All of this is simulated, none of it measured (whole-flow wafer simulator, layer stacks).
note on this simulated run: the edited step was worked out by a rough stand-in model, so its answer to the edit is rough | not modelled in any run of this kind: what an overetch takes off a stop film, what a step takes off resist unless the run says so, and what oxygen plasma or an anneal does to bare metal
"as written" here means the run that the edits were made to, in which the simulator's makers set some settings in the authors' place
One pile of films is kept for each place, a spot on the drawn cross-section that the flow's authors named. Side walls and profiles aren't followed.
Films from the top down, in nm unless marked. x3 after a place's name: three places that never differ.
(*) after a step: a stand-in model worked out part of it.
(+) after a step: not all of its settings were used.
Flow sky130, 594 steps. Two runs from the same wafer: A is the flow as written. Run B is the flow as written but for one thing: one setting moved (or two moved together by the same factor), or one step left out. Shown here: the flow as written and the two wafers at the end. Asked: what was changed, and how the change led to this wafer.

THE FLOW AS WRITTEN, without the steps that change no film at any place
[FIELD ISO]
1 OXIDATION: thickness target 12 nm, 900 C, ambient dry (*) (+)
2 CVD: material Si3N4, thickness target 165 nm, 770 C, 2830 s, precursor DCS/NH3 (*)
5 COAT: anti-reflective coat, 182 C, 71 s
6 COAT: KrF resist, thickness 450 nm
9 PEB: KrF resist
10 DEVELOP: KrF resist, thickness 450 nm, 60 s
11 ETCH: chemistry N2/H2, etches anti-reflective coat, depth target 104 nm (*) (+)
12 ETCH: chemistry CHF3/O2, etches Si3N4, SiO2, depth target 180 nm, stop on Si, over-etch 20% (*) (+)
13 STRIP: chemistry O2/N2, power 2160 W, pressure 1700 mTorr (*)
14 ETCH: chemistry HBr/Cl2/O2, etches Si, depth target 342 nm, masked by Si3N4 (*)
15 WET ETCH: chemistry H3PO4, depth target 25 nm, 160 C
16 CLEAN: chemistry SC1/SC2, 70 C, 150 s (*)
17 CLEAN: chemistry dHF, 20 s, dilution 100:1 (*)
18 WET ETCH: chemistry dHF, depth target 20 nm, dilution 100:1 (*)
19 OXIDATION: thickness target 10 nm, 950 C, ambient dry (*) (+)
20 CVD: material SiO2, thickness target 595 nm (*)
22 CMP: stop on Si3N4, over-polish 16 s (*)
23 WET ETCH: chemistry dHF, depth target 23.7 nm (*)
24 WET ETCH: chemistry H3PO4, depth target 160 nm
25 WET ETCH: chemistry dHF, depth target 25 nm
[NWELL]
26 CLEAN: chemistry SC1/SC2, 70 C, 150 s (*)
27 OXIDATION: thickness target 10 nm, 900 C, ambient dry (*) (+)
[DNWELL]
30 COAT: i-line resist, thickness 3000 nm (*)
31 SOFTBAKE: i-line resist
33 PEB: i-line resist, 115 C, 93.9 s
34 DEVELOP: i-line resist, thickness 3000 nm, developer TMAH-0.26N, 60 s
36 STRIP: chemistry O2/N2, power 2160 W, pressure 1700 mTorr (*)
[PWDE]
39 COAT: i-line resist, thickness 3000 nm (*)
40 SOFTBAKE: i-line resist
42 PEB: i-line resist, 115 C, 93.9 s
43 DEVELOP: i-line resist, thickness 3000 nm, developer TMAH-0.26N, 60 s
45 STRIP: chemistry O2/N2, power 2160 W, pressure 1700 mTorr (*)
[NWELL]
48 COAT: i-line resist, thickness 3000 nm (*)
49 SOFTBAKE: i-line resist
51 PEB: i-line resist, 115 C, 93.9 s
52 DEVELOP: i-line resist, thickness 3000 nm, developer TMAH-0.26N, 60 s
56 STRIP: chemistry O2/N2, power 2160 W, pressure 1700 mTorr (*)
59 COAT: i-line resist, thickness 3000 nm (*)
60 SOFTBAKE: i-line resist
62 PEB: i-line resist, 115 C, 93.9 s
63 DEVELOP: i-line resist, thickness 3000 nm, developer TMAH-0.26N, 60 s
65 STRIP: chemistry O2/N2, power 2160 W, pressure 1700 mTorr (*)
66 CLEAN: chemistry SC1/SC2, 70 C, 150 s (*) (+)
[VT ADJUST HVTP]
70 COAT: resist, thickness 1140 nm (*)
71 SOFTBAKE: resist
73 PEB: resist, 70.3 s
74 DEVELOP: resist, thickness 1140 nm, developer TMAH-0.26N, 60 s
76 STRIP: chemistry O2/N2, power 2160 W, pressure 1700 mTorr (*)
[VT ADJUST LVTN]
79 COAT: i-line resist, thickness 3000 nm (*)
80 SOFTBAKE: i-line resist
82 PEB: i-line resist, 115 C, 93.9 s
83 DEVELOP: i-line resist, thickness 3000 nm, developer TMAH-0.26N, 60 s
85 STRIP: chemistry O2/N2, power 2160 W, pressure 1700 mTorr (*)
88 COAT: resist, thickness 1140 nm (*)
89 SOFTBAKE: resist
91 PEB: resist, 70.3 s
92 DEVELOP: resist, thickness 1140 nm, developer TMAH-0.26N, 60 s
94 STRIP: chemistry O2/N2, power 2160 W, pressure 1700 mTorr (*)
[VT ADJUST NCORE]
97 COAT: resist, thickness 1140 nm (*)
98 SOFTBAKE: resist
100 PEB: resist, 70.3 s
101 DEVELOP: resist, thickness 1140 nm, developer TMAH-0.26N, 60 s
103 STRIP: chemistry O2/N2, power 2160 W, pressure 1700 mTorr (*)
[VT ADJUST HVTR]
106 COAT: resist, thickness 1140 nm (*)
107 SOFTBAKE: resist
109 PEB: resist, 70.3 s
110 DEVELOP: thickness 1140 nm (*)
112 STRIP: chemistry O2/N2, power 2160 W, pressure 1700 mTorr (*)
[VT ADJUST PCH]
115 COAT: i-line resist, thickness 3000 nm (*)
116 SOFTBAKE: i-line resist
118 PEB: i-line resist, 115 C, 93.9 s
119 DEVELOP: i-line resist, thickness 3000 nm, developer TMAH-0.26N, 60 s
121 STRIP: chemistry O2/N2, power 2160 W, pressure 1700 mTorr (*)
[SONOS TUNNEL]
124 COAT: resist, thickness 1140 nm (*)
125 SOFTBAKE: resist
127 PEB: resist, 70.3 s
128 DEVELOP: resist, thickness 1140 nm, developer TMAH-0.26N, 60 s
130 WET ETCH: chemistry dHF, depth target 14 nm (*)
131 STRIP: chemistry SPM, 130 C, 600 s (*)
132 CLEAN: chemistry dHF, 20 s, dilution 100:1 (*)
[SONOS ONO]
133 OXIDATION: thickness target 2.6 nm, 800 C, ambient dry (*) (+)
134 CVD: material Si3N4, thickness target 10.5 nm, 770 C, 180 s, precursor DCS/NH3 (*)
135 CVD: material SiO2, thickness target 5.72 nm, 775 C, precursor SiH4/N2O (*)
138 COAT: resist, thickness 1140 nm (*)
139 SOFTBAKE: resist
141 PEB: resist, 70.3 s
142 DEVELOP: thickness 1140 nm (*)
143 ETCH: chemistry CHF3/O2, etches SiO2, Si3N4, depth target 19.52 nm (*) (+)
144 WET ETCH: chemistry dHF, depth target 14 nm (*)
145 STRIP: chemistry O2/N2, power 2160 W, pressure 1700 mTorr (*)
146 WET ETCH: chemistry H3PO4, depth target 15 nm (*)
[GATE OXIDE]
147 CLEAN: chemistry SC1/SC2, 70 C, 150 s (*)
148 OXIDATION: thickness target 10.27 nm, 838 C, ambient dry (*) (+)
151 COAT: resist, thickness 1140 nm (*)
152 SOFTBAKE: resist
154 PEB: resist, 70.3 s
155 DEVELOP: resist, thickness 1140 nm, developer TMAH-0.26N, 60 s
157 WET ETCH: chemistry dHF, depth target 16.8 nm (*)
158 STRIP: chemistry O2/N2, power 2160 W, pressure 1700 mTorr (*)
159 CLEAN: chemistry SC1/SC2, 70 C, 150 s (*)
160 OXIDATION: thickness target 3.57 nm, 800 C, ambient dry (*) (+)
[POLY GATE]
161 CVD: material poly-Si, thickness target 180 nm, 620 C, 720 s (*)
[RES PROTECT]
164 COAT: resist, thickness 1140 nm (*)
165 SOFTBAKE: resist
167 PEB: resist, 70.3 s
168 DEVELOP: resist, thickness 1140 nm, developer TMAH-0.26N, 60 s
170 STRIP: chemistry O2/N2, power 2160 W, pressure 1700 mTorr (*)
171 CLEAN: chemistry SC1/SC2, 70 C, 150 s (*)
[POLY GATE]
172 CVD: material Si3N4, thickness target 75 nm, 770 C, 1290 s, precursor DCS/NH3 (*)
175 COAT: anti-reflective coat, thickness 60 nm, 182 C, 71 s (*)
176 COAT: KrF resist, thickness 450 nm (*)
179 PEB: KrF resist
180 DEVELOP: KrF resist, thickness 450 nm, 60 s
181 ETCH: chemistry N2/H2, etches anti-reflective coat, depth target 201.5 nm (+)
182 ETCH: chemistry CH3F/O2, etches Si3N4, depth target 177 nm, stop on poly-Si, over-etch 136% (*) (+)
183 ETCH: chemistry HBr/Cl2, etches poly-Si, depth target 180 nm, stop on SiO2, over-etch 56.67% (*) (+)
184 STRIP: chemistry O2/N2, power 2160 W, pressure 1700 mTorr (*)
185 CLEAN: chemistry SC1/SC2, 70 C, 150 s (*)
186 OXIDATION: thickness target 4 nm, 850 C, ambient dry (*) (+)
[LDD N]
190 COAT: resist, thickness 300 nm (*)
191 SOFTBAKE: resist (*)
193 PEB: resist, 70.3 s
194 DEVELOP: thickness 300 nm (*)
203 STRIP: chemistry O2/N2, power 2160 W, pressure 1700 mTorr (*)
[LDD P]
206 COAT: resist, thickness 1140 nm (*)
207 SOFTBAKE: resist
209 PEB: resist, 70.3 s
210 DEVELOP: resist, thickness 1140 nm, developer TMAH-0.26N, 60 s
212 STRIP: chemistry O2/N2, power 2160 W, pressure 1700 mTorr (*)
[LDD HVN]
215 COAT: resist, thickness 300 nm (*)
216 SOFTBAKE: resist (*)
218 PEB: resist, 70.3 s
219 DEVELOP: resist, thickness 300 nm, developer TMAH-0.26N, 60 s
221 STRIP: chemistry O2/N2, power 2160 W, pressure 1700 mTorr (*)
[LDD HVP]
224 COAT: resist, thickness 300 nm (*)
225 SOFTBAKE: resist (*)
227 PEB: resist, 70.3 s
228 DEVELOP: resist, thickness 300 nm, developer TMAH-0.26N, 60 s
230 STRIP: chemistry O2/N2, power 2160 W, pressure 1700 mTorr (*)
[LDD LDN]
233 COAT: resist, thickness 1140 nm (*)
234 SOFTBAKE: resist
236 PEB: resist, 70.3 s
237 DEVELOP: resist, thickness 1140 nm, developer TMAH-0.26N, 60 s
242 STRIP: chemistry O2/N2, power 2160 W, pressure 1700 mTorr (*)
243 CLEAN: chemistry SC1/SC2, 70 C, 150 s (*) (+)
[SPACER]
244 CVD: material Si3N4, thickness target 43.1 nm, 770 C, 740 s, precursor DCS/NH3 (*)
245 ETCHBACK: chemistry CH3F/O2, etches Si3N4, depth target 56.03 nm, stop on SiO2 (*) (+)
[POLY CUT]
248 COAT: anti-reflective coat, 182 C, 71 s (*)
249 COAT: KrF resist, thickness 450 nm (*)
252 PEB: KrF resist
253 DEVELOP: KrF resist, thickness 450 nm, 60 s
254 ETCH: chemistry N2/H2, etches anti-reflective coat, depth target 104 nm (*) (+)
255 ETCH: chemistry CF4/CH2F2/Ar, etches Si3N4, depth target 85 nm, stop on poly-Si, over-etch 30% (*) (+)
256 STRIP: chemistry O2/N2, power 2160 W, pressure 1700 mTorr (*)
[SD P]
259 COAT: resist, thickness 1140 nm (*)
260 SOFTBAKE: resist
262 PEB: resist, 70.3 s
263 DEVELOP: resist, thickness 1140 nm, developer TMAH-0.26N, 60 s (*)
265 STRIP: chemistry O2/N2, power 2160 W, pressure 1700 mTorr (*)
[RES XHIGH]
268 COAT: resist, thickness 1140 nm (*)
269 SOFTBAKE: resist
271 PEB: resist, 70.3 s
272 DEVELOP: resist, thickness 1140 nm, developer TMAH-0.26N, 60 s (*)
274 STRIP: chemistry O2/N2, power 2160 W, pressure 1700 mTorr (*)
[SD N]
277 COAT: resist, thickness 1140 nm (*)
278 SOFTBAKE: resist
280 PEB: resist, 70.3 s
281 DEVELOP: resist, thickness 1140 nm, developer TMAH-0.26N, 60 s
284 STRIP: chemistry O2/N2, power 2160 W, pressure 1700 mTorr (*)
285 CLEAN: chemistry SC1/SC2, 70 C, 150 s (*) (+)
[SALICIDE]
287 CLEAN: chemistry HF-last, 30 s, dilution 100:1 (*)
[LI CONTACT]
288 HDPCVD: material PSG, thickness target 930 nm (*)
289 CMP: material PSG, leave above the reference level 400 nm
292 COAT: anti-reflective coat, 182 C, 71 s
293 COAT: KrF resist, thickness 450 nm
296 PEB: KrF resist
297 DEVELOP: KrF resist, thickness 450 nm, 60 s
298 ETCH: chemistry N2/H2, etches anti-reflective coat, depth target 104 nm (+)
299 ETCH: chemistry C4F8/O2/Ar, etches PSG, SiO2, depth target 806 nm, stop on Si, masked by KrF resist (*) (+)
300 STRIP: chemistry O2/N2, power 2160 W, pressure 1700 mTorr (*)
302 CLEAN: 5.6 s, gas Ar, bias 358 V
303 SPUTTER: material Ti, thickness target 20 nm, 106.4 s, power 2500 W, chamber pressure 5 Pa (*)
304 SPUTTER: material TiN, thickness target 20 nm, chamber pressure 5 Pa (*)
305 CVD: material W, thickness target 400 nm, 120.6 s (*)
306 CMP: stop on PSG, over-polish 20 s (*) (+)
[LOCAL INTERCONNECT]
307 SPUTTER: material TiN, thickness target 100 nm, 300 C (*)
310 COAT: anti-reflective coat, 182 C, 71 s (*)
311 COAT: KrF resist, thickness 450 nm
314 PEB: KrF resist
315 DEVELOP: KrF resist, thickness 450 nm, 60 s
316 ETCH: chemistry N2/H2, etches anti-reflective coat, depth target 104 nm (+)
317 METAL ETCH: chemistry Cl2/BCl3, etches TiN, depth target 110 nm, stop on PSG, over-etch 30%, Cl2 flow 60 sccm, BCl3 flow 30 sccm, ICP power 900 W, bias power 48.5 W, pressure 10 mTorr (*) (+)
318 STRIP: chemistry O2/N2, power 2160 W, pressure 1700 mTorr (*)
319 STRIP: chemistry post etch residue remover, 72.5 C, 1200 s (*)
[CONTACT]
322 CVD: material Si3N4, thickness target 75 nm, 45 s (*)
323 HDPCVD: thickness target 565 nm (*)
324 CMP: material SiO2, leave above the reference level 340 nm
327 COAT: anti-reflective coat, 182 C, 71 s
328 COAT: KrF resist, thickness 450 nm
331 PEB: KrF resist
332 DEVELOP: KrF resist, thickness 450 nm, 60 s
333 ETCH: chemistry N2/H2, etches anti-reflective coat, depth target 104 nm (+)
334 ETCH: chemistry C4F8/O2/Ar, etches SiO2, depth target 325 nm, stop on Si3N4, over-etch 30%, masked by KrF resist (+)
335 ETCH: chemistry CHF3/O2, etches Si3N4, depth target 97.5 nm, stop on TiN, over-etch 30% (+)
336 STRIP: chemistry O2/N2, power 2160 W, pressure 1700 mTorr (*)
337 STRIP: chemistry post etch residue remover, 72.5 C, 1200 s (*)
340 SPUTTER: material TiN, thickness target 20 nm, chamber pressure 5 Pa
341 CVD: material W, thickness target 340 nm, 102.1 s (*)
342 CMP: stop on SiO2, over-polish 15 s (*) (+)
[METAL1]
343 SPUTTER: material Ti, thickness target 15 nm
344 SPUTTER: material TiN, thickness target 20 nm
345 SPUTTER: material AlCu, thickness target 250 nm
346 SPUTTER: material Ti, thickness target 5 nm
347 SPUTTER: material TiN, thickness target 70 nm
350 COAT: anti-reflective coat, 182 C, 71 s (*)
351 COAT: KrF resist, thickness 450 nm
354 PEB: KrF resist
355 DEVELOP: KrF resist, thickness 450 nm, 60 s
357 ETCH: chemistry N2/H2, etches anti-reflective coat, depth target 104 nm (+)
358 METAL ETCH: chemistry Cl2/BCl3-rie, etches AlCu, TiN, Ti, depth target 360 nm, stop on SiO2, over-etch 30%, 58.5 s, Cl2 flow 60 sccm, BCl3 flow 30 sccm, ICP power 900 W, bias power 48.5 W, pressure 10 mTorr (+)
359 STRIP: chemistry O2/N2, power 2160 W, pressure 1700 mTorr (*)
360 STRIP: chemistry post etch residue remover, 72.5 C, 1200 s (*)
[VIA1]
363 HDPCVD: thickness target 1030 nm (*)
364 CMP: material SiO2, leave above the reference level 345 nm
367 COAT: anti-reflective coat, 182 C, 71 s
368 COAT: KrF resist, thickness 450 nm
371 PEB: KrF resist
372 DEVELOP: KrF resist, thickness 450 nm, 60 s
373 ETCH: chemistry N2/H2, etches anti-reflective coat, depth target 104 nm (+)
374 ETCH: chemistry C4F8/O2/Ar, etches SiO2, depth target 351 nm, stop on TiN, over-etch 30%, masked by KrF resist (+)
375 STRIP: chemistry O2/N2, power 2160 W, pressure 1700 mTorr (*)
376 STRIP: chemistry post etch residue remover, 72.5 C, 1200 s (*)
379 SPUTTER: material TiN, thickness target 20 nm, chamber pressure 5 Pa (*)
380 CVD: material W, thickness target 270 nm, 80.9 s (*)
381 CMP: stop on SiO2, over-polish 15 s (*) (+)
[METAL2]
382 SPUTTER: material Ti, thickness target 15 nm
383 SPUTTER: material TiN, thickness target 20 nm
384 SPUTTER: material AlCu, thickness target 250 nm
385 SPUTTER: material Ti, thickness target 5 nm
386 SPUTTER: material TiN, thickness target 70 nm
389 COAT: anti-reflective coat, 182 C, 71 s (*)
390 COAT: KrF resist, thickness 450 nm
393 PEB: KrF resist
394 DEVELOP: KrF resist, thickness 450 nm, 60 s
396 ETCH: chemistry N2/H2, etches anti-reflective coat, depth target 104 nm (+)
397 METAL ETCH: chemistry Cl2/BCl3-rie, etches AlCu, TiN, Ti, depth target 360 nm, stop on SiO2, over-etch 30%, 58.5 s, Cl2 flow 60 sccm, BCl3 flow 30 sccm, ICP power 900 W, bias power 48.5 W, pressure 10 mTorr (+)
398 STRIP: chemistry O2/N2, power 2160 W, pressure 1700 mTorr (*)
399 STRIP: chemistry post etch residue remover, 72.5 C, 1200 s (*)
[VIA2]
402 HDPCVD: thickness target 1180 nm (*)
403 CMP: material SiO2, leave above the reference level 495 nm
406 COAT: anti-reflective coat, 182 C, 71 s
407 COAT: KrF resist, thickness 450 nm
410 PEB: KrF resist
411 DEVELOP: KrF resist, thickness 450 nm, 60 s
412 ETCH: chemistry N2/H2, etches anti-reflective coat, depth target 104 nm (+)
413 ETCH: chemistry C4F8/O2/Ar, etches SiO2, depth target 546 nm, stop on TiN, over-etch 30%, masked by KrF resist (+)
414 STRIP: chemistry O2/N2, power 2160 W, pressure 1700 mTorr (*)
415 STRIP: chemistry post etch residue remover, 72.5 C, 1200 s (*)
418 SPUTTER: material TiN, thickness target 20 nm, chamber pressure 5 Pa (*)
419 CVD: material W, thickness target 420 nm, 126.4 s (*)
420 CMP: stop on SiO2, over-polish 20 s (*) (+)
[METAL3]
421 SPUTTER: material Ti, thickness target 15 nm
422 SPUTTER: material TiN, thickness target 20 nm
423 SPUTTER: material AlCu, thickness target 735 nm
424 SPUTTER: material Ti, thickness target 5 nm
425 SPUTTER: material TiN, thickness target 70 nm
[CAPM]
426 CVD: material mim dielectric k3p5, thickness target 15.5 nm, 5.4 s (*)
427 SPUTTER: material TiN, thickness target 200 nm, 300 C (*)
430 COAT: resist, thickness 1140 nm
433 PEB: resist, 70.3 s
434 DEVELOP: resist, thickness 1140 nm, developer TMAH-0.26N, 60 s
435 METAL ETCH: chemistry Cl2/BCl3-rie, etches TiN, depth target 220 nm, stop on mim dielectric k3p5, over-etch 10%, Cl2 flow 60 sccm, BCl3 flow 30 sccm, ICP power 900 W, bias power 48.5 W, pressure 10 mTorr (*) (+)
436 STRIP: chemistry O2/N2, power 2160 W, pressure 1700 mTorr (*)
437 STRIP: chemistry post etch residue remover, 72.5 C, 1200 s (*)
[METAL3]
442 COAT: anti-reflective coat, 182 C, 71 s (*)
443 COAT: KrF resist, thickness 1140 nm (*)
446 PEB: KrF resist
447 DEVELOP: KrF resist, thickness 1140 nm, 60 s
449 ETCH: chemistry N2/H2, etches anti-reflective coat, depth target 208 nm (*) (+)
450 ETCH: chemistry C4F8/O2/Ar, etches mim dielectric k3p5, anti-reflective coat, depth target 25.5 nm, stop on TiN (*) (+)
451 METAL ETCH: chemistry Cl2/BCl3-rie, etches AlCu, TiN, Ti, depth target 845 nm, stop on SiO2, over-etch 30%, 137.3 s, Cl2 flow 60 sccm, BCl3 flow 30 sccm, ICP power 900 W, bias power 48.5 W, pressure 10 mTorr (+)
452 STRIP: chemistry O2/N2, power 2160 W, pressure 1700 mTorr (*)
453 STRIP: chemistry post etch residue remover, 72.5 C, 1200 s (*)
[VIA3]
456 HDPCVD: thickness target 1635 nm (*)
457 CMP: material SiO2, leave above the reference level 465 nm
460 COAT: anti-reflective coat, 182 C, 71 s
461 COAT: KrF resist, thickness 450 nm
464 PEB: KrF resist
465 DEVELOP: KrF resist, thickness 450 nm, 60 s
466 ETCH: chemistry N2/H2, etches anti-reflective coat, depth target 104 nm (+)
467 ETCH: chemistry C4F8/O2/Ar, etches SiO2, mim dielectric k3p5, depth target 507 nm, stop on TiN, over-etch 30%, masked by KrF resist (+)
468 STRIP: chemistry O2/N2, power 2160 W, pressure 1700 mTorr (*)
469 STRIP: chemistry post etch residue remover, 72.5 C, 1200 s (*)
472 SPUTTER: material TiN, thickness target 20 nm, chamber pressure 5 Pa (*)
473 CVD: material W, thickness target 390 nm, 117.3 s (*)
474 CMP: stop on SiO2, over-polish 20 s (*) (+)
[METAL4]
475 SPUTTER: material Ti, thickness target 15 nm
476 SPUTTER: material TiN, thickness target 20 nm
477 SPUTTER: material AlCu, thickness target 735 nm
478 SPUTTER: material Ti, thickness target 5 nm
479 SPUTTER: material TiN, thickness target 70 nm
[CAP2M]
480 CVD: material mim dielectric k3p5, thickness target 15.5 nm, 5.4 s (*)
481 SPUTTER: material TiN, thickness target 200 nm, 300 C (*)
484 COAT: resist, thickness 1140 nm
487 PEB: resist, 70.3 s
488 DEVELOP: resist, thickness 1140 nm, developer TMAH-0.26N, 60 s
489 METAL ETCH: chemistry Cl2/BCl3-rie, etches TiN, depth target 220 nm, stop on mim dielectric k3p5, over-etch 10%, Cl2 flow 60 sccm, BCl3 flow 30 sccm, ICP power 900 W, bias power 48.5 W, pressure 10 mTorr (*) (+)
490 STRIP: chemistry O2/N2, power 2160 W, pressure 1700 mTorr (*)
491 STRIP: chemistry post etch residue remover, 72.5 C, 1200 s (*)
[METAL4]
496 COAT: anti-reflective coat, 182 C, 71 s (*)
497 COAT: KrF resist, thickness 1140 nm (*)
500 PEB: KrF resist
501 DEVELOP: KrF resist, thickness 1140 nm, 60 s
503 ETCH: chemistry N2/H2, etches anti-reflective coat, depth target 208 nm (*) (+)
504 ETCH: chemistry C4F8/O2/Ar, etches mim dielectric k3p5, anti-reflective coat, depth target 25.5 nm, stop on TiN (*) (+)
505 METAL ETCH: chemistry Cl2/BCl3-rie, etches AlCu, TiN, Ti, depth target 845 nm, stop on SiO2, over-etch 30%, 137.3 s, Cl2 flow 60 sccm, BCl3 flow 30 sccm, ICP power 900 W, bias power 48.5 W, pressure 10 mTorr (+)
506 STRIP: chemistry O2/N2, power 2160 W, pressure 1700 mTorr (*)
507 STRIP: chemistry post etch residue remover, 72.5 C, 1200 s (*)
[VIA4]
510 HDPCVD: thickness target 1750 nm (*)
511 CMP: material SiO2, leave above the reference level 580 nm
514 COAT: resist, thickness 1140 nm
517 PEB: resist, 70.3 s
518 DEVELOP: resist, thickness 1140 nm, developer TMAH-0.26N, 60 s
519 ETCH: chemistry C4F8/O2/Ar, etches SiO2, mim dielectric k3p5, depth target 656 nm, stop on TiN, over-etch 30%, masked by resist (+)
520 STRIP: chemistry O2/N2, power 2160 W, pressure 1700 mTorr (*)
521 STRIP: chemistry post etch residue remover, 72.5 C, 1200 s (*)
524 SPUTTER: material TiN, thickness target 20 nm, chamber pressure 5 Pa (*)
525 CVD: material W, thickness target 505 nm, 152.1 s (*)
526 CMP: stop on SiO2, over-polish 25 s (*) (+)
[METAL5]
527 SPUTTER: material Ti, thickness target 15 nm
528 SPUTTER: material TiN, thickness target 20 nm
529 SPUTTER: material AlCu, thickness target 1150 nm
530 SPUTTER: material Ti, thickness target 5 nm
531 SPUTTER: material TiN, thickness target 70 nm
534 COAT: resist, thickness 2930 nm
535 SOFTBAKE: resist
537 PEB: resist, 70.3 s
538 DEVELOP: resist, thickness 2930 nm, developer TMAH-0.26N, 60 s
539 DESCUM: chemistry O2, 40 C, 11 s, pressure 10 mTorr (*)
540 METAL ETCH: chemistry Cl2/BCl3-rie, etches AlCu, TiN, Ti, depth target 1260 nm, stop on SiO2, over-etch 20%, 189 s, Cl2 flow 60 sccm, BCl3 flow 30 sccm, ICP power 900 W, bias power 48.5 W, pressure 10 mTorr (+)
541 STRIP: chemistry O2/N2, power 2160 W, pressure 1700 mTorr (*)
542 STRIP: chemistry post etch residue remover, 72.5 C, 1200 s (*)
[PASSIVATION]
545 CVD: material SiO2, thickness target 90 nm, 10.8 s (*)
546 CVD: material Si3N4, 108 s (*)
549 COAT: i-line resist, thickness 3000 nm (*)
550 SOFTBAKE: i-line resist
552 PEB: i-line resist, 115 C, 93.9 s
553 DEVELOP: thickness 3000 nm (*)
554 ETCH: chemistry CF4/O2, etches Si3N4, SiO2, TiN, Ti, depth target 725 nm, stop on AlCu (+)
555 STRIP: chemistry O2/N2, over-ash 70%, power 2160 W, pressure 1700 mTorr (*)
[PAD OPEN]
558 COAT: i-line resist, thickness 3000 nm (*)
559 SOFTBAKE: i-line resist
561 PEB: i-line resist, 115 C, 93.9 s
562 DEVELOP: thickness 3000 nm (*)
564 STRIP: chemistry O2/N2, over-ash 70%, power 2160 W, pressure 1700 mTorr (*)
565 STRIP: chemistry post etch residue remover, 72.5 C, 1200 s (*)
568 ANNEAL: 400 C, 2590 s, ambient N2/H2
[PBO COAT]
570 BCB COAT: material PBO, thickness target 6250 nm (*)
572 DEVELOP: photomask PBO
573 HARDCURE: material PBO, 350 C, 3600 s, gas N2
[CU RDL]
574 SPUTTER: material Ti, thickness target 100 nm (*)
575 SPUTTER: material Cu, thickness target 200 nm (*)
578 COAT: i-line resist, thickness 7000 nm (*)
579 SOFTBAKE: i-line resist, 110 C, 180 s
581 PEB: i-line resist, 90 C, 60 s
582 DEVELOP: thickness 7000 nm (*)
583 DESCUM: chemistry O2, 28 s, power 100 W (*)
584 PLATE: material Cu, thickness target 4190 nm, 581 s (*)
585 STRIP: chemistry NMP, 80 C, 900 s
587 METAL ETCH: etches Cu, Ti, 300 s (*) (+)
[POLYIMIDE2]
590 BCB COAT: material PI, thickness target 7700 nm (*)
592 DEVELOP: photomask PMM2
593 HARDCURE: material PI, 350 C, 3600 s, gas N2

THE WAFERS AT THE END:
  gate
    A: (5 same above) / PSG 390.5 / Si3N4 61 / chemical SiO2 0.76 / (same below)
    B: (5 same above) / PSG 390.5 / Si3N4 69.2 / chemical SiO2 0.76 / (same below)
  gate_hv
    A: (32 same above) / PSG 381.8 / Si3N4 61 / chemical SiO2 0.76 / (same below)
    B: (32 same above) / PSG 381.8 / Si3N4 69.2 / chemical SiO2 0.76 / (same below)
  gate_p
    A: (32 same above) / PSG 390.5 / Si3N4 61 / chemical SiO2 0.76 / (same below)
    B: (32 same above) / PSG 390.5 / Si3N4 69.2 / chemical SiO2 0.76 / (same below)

The cause: step 244, CVD: thickness target 51.3 nm was run, where the flow has thickness target 43.1 nm; step 244, CVD: 881 s was run, where the flow has 740 s.

How the change led to this, step by step:
  244 CVD: material Si3N4, thickness target 43.1 nm, 770 C, 740 s, precursor DCS/NH3 (*)
      field, active, p_well and 101 more: A Si3N4 +43.1 (new film) | B Si3N4 +51.3 (new film)
      n_well, gate, gate_hv and 74 more: A Si3N4 +43.1 | B Si3N4 +51.3
  245 ETCHBACK: chemistry CH3F/O2, etches Si3N4, depth target 56.03 nm, stop on SiO2 (*) (+)
      field, active, p_well and 101 more: A Si3N4 -43.1 (all of it), SiO2 -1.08 | B Si3N4 -51.3 (all of it), SiO2 -0.39
  248 COAT: anti-reflective coat, 182 C, 71 s (*)
      rpm_encl, rpm_encl_psd: A anti-reflective coat +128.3 (new film) | B anti-reflective coat +131.1 (new film)
      active: A anti-reflective coat +216.3 (new film) | B anti-reflective coat +221.9 (new film)
      (and at 66 more places)
  249 COAT: KrF resist, thickness 450 nm (*)
      n_well: A KrF resist +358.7 (new film) | B KrF resist +351.5 (new film)
      pad: A KrF resist +349.1 (new film) | B KrF resist +342 (new film)
      (and at 7 more places)
  254 ETCH: chemistry N2/H2, etches anti-reflective coat, depth target 104 nm (*) (+)
      rxpo_ln: A anti-reflective coat -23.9 (all of it), Si3N4 -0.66 | B anti-reflective coat -26.3 (all of it), Si3N4 -0.62
  255 ETCH: chemistry CF4/CH2F2/Ar, etches Si3N4, depth target 85 nm, stop on poly-Si, over-etch 30% (*) (+)
      field, active, n_well and 180 more: A KrF resist -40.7 | B KrF resist -42.5
      rpo_wd, rxpo_wd: A Si3N4 -61.6 (all of it), chemical SiO2 -0.75 (all of it) | B Si3N4 -69.8 (all of it), chemical SiO2 -0.75 (all of it)
      (and at 5 more places)
  256 STRIP: chemistry O2/N2, power 2160 W, pressure 1700 mTorr (*)
      rpm_encl, rpm_encl_psd: A KrF resist -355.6 (all of it), anti-reflective coat -128.3 (all of it) | B KrF resist -352.8 (all of it), anti-reflective coat -131.1 (all of it)
      active: A KrF resist -323.4 (all of it), anti-reflective coat -216.3 (all of it) | B KrF resist -318.8 (all of it), anti-reflective coat -221.9 (all of it)
      (and at 76 more places)
  260 SOFTBAKE: resist
      pwell_dnw: A resist +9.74 | B resist +10.3
      gate_p_g5v0: A resist -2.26 | B resist -2.82
      (and at 8 more places)
  269 SOFTBAKE: resist
      pwell_dnw: A resist +9.74 | B resist +10.3
      gate_p_g5v0: A resist -2.26 | B resist -2.82
      (and at 8 more places)
  278 SOFTBAKE: resist
      pwell_dnw: A resist +9.74 | B resist +10.3
      gate_p_g5v0: A resist -2.26 | B resist -2.82
      (and at 8 more places)
  289 CMP: material PSG, leave above the reference level 400 nm
      mim, vpp_sp, vpp_ln and 30 more: A PSG -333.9 | B PSG -326.4
      active, p_well, sd_n and 19 more: A PSG -285.8 | B PSG -278.3
      (and at 51 more places)
  299 ETCH: chemistry C4F8/O2/Ar, etches PSG, SiO2, depth target 806 nm, stop on Si, masked by KrF resist (*) (+)
      contact, ndiff_licon, ndiff_licon_cpp: A PSG -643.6 (all of it), SiO2 -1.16 (all of it) | B PSG -651.1 (all of it), SiO2 -1.84 (all of it)
  306 CMP: stop on PSG, over-polish 20 s (*) (+)
      poly_licon: A W -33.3 | B W -25.1
